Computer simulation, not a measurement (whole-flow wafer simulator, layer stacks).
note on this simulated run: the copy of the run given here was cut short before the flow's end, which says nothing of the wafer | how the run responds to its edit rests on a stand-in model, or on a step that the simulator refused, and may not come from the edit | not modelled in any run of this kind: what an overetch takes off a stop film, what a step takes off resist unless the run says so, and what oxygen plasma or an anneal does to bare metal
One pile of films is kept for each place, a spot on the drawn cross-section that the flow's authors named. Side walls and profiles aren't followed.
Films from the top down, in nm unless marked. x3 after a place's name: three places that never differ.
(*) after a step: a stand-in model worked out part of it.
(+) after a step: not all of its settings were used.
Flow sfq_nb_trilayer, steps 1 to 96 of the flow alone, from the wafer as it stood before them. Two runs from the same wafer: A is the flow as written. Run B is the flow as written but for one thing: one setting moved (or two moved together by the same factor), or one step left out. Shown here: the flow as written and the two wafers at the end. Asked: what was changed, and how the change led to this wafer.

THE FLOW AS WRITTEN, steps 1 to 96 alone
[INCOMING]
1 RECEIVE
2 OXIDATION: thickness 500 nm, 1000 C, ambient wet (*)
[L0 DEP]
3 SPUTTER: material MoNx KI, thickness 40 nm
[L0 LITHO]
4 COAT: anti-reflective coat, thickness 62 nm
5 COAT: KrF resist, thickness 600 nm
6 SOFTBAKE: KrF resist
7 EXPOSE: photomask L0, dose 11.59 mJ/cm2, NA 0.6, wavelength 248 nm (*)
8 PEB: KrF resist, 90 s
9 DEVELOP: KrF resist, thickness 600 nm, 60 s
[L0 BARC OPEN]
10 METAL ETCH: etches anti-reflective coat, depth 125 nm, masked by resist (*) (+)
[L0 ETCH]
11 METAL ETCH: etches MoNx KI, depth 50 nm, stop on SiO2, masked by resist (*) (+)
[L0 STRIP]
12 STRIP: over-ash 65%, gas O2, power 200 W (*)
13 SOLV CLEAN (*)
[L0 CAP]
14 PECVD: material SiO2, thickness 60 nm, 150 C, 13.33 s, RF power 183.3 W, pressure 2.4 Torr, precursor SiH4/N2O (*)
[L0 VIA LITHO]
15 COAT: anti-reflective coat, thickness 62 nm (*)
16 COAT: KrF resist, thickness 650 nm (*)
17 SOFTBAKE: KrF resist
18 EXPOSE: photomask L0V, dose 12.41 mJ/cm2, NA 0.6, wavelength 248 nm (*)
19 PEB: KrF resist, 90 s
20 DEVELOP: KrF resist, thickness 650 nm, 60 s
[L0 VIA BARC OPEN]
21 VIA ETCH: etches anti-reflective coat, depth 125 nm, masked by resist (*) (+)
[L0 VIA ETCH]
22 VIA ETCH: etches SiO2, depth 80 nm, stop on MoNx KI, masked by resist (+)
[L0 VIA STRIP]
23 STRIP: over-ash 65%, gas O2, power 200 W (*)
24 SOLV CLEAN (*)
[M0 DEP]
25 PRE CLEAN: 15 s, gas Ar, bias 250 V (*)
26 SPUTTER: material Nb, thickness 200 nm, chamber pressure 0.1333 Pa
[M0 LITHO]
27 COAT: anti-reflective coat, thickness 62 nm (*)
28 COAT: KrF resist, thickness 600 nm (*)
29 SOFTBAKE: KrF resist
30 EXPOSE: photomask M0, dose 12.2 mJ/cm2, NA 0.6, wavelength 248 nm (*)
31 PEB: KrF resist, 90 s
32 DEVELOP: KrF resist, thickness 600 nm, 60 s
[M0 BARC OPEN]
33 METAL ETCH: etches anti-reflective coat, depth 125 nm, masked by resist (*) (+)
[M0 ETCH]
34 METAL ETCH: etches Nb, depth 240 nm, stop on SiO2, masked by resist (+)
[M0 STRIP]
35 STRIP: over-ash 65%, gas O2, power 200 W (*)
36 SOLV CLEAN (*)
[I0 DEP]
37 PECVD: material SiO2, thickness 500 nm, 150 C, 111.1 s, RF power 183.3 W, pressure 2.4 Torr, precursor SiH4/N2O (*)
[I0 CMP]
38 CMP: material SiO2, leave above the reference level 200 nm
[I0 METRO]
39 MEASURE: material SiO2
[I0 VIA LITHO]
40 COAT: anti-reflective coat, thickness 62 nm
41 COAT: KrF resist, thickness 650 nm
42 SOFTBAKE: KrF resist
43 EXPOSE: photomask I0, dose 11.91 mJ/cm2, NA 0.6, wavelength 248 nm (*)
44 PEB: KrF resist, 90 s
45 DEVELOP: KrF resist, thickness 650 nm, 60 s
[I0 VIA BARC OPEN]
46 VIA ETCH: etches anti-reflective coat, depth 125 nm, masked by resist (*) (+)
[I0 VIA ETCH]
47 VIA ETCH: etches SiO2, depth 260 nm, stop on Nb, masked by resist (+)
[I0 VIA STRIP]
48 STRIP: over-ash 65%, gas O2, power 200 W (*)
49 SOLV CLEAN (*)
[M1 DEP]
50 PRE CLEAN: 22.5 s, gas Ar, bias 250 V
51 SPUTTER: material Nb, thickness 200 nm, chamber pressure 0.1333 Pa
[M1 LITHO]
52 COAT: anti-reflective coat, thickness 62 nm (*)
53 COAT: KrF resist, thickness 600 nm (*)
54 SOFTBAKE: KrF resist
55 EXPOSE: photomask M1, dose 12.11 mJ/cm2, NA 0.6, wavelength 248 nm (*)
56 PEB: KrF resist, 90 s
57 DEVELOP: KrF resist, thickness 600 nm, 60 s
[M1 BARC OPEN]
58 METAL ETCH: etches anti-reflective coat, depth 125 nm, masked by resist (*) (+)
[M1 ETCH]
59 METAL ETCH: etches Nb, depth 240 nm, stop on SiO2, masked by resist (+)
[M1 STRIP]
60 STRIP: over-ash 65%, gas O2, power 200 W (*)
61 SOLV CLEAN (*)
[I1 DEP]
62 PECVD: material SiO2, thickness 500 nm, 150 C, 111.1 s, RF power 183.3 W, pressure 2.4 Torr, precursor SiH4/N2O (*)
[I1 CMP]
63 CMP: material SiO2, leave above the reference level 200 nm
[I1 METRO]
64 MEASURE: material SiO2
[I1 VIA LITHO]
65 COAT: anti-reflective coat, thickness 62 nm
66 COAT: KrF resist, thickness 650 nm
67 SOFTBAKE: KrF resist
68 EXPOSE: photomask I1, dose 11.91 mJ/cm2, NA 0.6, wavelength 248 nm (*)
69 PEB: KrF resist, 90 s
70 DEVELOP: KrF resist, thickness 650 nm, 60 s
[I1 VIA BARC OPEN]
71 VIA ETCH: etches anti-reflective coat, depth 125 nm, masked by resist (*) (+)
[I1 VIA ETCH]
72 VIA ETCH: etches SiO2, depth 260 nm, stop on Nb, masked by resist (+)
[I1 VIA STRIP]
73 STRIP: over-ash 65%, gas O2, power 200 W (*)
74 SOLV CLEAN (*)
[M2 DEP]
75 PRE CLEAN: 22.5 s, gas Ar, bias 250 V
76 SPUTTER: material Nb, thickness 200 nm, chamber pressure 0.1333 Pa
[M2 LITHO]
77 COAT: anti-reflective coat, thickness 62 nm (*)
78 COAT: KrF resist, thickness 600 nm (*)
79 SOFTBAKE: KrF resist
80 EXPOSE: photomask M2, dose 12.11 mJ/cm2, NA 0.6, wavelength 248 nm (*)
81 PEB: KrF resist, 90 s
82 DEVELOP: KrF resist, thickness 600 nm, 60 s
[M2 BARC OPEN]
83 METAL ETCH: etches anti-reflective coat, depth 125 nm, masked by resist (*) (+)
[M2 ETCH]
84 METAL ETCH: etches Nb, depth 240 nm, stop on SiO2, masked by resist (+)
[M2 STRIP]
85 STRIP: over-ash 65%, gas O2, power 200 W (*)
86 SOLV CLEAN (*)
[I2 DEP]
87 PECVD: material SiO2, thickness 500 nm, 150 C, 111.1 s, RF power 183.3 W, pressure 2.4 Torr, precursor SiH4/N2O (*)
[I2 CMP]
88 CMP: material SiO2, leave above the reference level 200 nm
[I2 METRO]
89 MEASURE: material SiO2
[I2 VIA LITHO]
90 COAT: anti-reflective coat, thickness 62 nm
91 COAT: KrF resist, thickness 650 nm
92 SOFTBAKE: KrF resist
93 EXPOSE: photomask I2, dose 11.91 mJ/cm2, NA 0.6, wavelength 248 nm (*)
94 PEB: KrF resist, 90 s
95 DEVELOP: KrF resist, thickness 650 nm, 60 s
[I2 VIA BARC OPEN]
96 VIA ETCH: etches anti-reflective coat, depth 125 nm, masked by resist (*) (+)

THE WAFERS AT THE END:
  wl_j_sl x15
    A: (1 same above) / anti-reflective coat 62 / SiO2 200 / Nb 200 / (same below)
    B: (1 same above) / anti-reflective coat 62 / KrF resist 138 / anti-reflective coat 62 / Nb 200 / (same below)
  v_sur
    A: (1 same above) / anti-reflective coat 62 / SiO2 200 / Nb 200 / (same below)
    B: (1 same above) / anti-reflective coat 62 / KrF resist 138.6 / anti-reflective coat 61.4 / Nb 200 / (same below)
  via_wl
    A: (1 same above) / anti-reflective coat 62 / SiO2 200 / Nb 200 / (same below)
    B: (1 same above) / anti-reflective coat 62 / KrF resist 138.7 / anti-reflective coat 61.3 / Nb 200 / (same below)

The cause: step 85, STRIP: over-ash 65%, gas O2, power 200 W (*), was left out.

How the change led to this, step by step:
  87 PECVD: material SiO2, thickness 500 nm, 150 C, 111.1 s, RF power 183.3 W, pressure 2.4 Torr, precursor SiH4/N2O (*)
      via_v: A SiO2 +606 (new film) | B SiO2 +500 (new film)
  88 CMP: material SiO2, leave above the reference level 200 nm
      wl_j_sl x15: A SiO2 -300 | B SiO2 -500 (all of it), KrF resist -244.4
      v_sur: A SiO2 -300 | B SiO2 -500 (all of it), KrF resist -241.4
      (and at 6 more places)
